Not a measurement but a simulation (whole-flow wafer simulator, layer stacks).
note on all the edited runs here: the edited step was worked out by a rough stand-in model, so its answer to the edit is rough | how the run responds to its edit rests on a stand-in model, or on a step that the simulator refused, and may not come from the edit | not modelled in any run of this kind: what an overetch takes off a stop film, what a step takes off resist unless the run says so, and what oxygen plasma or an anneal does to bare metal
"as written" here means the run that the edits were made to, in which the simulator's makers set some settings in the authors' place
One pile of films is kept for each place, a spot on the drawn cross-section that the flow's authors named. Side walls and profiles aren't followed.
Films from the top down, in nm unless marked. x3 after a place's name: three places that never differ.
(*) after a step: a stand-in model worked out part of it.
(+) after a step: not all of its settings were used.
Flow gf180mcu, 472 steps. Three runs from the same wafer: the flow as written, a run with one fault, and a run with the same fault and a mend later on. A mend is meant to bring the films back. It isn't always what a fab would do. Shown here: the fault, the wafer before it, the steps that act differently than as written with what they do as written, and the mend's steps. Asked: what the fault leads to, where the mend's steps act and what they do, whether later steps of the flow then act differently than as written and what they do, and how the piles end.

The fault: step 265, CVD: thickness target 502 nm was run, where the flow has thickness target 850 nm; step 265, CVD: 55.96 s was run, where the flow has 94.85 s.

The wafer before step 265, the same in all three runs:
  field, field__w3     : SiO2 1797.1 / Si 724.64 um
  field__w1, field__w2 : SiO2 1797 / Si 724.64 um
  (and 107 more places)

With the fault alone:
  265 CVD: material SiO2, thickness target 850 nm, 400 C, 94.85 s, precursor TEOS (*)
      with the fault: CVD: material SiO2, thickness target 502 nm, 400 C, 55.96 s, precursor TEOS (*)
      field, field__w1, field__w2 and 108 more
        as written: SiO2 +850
        with the fault: SiO2 +509
  Later steps of the flow that act differently than as written (6 more steps differ only slightly, by at most 2% or 0.5 nm, whichever is larger, and aren't shown):
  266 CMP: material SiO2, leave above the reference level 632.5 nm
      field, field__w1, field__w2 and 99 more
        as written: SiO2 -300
        with the fault: nothing
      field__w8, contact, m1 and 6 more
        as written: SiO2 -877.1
        with the fault: SiO2 -536.1
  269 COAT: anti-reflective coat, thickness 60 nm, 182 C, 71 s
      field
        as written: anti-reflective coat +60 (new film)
        with the fault: anti-reflective coat +76.2 (new film)
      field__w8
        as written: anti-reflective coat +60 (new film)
        with the fault: anti-reflective coat +36.9 (new film)
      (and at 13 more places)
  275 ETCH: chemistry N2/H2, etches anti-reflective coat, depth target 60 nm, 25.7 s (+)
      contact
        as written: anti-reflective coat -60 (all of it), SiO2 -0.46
        with the fault: anti-reflective coat -37.6 (all of it), SiO2 -1.04
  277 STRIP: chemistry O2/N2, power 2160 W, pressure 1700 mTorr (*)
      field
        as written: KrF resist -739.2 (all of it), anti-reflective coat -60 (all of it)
        with the fault: KrF resist -731.1 (all of it), anti-reflective coat -76.2 (all of it)
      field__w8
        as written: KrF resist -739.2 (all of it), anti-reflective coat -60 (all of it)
        with the fault: KrF resist -735.2 (all of it), anti-reflective coat -36.9 (all of it)
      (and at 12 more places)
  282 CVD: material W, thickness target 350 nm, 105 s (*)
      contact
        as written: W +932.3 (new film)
        with the fault: W +890.9 (new film)
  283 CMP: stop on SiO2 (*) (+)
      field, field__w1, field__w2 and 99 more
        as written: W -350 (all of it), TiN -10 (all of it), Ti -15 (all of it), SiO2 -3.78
        with the fault: W -350 (all of it), TiN -4
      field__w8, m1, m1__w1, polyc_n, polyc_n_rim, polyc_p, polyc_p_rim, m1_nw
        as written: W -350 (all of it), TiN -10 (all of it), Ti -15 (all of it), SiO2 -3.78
        with the fault: W -350 (all of it), TiN -10 (all of it), Ti -15 (all of it), SiO2 -20
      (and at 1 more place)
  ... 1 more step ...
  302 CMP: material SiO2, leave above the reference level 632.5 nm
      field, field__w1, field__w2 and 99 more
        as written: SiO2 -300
        with the fault: SiO2 -279
  At the end the piles differ from the flow's by more than 2% or 0.5 nm, whichever is larger, at field__w8, contact, m1, m1__w1, m1_nw.
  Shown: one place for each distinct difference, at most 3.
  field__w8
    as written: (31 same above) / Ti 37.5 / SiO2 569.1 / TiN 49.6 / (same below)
    with the fault: (31 same above) / Ti 37.5 / SiO2 552.9 / TiN 49.6 / (same below)
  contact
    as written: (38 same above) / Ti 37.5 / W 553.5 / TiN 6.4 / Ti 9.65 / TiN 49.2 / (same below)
    with the fault: (38 same above) / Ti 37.5 / W 536.9 / TiN 6.56 / Ti 9.89 / TiN 49.2 / (same below)

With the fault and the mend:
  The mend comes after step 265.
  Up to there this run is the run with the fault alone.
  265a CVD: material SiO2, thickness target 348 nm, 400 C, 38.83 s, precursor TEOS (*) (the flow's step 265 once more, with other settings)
      field, field__w1, field__w2 and 108 more
        SiO2 +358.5
  Later steps of the flow that act differently than as written:
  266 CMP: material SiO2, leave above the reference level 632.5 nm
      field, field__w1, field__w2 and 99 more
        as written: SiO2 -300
        with the mend: SiO2 -317.5
  At the end the piles are the same as the flow's at every place that both follow.
